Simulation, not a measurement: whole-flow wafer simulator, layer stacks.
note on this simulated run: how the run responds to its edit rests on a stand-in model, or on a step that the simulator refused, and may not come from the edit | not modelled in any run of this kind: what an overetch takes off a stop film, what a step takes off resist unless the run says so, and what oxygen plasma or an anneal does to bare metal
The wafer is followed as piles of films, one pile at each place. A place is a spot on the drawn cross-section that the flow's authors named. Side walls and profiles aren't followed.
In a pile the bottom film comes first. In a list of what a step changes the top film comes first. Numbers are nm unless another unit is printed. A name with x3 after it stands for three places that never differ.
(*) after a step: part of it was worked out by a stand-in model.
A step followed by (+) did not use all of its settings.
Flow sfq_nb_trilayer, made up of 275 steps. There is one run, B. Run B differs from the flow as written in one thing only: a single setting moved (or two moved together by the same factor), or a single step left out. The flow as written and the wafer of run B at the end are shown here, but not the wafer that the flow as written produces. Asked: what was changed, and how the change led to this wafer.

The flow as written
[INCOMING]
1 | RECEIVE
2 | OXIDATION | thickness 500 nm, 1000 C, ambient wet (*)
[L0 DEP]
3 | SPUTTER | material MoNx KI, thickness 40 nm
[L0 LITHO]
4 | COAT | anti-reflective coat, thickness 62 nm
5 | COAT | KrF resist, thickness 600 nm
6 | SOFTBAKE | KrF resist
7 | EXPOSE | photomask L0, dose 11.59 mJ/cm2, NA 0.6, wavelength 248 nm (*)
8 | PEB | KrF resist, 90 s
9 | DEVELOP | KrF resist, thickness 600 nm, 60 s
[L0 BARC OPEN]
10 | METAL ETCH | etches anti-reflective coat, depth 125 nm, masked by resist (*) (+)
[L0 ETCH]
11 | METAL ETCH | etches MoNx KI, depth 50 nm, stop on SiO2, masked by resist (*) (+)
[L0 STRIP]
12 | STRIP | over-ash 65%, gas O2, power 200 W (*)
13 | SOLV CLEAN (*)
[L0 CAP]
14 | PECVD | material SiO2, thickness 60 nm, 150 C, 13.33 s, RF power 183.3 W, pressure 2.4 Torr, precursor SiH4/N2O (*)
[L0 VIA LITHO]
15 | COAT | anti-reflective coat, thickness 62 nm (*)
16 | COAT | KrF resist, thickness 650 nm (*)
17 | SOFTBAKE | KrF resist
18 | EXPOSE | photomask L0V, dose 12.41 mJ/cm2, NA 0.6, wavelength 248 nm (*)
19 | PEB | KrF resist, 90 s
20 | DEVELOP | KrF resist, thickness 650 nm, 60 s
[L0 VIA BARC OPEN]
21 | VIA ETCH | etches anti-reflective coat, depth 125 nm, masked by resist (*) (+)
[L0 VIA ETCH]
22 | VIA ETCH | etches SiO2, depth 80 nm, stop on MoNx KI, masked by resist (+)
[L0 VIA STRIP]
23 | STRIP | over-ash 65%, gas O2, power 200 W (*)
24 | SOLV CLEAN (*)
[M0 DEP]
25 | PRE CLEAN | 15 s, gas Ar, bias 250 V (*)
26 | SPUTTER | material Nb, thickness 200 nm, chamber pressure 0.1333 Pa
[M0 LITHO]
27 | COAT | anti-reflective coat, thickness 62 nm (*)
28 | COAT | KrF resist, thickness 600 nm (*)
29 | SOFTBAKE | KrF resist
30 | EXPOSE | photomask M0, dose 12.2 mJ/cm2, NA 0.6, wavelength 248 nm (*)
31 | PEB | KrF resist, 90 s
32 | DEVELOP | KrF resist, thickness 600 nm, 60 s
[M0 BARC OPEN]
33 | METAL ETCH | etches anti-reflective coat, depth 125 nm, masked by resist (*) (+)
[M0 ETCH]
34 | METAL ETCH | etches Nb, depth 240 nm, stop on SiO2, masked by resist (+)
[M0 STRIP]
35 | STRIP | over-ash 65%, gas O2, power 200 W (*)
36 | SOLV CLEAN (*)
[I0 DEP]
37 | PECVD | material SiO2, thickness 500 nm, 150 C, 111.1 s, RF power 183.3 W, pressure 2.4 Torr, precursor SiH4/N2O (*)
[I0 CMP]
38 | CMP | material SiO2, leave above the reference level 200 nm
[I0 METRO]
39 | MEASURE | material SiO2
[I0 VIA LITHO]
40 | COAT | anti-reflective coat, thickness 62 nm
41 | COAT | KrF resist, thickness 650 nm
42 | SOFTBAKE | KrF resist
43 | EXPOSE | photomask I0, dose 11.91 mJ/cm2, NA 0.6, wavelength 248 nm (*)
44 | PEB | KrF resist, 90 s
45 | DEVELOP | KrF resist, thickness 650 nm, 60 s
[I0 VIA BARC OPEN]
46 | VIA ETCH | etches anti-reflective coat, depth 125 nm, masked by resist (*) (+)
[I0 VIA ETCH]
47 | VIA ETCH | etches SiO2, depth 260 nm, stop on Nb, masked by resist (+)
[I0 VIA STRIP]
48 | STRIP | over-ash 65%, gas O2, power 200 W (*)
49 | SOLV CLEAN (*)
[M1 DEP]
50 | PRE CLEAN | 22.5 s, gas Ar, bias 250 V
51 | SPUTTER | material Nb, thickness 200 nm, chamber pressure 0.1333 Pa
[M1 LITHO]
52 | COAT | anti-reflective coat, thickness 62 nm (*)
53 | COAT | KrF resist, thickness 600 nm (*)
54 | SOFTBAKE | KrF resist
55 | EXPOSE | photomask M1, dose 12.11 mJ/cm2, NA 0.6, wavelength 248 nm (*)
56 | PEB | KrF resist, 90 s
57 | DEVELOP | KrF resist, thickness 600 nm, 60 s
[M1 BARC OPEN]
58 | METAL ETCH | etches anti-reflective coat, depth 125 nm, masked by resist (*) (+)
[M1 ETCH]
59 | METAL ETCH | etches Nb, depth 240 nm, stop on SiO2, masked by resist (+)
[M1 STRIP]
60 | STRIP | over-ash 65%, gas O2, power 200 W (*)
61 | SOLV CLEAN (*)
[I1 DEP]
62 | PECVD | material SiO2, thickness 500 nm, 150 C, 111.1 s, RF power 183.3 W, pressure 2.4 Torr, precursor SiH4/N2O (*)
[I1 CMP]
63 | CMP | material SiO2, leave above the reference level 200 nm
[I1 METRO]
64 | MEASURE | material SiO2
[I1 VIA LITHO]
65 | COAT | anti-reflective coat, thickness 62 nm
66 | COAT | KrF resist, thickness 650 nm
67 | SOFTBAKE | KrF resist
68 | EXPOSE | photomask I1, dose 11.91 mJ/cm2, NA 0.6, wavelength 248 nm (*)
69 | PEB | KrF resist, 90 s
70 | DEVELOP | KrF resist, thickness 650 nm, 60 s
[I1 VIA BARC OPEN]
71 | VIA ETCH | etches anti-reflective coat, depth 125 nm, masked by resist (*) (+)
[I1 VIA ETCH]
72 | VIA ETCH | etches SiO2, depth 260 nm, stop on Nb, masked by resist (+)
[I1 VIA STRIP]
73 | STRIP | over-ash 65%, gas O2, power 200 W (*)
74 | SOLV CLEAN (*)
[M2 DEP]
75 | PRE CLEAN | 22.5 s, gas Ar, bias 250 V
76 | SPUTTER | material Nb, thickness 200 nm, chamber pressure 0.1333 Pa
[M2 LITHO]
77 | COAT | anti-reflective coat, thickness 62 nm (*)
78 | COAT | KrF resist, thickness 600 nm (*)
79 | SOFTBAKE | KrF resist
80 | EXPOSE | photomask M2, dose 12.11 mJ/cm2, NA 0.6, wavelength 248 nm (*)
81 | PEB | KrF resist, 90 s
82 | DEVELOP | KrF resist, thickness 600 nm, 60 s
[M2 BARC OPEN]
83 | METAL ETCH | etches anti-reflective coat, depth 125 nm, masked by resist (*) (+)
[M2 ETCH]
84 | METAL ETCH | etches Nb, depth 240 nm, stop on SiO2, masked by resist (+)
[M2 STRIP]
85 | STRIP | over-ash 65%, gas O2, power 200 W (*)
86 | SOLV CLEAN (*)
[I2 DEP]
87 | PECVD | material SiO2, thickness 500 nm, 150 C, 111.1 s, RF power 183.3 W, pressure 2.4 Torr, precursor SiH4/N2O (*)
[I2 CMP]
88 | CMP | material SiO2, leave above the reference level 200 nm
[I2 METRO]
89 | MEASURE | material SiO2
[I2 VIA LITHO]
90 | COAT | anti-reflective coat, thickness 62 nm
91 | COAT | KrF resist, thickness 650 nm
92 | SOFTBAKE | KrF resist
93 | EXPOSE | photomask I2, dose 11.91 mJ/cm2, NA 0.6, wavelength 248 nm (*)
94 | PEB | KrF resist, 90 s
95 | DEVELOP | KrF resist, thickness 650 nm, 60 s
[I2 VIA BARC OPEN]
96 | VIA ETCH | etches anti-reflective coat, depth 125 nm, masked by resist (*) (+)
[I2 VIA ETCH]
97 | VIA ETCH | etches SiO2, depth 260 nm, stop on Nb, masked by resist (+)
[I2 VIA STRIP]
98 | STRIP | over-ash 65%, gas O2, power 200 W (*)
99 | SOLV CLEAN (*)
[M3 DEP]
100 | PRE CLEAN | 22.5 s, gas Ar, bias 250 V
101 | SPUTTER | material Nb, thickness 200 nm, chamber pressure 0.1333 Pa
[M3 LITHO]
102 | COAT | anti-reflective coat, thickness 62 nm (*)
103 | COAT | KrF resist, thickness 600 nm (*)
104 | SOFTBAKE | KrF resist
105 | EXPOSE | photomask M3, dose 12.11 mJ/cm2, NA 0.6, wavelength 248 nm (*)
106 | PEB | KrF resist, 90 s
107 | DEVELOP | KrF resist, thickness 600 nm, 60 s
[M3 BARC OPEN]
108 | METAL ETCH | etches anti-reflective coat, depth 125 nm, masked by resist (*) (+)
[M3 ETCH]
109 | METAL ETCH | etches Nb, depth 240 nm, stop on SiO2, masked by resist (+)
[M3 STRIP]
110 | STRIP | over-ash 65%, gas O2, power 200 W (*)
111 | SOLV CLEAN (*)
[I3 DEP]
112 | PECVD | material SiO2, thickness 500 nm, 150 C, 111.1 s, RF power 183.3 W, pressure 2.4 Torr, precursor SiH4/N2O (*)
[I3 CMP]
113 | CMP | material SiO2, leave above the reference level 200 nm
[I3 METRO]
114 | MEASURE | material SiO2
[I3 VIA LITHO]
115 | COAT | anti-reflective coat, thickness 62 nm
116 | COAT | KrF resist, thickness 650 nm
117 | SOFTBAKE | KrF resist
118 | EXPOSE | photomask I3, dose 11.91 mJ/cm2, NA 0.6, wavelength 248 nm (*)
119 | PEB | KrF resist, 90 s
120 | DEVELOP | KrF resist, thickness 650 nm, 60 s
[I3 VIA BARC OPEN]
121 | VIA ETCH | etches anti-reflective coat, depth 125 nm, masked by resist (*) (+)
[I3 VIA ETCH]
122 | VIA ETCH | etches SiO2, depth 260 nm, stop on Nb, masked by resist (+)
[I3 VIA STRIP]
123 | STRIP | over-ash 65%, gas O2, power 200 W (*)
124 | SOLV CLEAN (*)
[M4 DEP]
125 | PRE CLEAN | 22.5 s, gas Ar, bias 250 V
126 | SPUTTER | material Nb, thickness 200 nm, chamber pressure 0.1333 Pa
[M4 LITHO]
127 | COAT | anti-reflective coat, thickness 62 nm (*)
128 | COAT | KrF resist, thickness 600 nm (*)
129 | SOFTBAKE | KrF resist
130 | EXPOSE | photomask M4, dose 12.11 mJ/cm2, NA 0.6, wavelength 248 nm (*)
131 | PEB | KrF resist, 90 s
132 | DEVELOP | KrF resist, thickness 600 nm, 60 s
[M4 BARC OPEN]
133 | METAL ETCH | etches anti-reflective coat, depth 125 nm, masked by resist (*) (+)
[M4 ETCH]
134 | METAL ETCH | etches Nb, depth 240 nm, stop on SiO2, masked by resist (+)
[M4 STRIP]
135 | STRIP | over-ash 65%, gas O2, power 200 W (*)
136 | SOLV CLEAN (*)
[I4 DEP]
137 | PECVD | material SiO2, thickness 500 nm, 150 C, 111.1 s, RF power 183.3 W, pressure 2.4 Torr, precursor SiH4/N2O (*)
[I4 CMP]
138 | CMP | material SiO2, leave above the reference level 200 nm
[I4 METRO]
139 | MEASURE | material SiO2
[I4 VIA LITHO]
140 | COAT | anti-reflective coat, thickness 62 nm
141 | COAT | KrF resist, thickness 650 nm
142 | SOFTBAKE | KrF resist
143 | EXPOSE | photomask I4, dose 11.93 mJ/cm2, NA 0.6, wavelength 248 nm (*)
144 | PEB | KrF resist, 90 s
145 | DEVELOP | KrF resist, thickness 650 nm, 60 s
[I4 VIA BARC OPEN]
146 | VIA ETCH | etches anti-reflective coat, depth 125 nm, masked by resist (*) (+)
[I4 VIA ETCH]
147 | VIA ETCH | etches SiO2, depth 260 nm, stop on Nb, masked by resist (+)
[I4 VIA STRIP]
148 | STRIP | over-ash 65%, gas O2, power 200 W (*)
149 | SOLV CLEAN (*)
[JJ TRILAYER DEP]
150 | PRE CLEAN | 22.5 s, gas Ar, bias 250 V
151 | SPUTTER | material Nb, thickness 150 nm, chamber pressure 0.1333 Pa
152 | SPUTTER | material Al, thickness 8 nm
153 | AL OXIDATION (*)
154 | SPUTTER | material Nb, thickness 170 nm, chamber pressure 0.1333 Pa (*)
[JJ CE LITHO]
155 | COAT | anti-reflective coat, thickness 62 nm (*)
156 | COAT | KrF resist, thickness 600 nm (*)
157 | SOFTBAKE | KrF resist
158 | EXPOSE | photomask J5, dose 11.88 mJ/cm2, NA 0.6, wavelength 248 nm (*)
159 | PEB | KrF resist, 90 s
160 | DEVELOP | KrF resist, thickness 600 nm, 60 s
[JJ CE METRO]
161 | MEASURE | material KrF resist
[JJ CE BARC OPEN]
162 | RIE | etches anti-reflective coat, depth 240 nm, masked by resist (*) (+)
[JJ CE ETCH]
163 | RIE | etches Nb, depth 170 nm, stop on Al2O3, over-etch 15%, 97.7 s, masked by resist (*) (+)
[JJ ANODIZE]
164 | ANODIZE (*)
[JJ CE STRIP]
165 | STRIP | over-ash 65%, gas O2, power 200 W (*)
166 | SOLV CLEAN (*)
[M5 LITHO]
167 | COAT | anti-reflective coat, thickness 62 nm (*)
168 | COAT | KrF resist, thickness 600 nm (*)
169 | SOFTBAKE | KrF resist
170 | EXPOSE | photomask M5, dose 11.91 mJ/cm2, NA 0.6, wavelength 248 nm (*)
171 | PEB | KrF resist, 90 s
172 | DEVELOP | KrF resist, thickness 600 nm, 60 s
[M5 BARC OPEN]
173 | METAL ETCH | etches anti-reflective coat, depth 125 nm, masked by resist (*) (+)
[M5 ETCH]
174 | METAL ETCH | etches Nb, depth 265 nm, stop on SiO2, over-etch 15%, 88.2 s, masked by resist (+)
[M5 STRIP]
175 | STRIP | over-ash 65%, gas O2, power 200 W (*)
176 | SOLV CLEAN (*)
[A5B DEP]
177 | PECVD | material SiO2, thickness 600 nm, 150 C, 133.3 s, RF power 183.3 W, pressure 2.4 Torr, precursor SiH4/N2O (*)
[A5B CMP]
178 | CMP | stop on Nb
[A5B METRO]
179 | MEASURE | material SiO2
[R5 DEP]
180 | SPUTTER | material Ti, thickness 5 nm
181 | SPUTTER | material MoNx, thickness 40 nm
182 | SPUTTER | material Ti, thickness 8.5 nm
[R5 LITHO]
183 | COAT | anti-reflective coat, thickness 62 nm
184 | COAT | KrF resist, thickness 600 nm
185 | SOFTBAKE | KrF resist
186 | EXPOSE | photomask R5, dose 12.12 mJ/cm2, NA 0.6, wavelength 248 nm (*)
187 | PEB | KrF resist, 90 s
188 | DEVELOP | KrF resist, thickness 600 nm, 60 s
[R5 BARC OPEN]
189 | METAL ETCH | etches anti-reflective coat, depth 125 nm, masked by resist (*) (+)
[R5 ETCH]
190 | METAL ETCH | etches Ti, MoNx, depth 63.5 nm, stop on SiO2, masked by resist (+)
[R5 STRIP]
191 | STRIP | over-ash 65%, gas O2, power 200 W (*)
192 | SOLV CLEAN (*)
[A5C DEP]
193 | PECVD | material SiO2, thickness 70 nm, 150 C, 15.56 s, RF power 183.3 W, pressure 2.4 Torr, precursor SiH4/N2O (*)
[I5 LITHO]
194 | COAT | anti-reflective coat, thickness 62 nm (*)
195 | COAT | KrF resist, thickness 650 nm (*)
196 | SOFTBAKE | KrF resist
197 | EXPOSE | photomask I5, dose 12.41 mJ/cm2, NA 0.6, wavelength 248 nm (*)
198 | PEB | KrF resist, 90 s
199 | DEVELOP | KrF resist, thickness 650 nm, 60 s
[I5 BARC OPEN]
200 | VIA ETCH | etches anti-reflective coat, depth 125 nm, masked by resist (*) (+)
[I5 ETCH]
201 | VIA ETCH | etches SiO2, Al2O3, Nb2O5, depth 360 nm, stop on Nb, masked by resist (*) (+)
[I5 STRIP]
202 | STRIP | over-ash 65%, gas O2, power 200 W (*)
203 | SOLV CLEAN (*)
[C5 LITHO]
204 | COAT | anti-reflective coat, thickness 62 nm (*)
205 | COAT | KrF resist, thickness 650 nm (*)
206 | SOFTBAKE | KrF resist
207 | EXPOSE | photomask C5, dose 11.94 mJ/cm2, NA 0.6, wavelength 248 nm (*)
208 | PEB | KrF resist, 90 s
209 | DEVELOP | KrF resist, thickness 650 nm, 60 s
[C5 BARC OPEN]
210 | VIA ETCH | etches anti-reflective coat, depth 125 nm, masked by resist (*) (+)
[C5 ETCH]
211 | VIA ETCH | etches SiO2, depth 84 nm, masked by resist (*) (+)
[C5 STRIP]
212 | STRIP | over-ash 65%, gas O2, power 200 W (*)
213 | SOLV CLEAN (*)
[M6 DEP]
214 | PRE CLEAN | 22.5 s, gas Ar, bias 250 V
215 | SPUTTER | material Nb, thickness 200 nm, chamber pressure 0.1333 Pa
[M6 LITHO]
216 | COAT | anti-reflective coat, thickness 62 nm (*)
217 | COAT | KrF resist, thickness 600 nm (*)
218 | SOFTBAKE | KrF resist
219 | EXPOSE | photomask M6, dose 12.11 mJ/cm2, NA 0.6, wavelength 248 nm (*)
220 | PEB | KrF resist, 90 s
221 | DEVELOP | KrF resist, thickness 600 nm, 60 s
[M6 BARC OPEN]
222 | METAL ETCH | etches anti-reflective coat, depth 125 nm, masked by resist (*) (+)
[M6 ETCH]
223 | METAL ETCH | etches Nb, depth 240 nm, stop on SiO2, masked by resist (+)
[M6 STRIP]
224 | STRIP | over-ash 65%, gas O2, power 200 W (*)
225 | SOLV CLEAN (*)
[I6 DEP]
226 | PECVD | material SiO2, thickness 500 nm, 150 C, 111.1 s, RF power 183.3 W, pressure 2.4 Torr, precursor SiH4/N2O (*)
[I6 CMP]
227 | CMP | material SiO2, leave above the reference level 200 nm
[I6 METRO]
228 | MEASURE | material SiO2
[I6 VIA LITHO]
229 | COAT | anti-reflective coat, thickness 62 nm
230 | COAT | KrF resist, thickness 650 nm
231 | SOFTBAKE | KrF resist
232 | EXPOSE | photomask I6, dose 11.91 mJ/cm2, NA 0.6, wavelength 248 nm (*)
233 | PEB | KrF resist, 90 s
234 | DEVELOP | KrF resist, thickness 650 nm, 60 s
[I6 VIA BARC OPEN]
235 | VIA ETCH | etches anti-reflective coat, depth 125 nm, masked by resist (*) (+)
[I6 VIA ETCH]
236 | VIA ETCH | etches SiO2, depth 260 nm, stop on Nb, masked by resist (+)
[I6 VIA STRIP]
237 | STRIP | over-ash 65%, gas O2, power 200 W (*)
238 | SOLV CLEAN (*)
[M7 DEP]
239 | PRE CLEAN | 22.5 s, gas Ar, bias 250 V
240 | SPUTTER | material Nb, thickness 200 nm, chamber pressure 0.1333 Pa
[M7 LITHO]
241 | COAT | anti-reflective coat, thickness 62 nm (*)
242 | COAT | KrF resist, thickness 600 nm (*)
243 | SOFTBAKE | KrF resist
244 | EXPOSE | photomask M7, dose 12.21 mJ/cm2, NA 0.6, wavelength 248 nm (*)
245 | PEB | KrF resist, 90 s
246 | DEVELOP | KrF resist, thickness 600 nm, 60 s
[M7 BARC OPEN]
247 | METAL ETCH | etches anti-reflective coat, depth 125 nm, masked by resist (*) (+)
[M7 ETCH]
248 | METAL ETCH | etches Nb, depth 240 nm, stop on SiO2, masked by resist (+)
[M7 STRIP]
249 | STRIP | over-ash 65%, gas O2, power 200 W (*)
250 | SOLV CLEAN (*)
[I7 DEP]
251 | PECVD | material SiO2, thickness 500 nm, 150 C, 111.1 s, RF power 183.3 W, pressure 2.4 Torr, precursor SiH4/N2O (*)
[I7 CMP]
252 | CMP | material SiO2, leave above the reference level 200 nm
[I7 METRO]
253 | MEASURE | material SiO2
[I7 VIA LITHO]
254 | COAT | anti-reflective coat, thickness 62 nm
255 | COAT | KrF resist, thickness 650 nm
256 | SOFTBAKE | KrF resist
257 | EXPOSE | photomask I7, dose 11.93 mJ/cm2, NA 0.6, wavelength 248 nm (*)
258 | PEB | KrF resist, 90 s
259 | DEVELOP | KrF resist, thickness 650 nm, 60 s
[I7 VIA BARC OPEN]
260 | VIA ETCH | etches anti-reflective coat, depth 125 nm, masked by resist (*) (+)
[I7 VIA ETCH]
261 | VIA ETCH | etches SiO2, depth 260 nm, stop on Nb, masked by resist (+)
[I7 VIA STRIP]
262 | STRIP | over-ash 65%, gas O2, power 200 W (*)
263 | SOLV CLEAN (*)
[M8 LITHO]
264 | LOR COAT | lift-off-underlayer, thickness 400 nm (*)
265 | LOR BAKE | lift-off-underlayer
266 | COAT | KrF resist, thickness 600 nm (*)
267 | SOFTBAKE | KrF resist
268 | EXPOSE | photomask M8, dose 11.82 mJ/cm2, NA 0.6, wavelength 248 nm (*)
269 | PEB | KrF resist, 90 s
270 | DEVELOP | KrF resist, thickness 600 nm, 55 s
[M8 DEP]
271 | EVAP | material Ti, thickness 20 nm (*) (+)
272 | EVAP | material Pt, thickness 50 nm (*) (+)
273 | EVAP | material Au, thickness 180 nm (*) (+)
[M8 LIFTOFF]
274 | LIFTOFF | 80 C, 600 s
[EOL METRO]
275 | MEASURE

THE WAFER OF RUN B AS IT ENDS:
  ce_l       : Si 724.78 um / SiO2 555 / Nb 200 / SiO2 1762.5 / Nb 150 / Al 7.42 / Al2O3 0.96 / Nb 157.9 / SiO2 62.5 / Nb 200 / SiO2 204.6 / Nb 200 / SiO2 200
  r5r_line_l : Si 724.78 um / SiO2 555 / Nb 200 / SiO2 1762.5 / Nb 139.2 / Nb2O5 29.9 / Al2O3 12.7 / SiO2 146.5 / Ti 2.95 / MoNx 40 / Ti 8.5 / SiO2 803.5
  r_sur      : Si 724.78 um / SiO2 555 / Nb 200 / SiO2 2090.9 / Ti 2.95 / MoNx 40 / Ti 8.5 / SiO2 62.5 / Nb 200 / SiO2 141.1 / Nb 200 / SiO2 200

The reason: step 180, SPUTTER: thickness 2.95 nm was run, though the flow has thickness 5 nm.
The wafer lets one read it off: r5r_line_l has Ti 2.95, and step 180 as written asks for 5 nm.

The path from the change to this, step by step:
  180 | SPUTTER | material Ti, thickness 5 nm
      field_l, v_sur, via_wl and 103 more: +2.95 Ti (new film) (in the flow as written it would be: +5 Ti (new film))
  190 | METAL ETCH | etches Ti, MoNx, depth 63.5 nm, stop on SiO2, masked by resist (+)
      field_l, v_sur, via_wl and 92 more: -8.5 Ti (all of it), -40 MoNx (all of it), -2.95 Ti (all of it) (in the flow as written it would be: -8.5 Ti (all of it), -40 MoNx (all of it), -5 Ti (all of it))
      ce_l, c5j, ce_r, wl_jj: -8.5 Ti (all of it), -40 MoNx (all of it), -2.95 Ti (all of it), -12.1 Nb (in the flow as written it would be: -8.5 Ti (all of it), -40 MoNx (all of it), -5 Ti (all of it), -10 Nb)
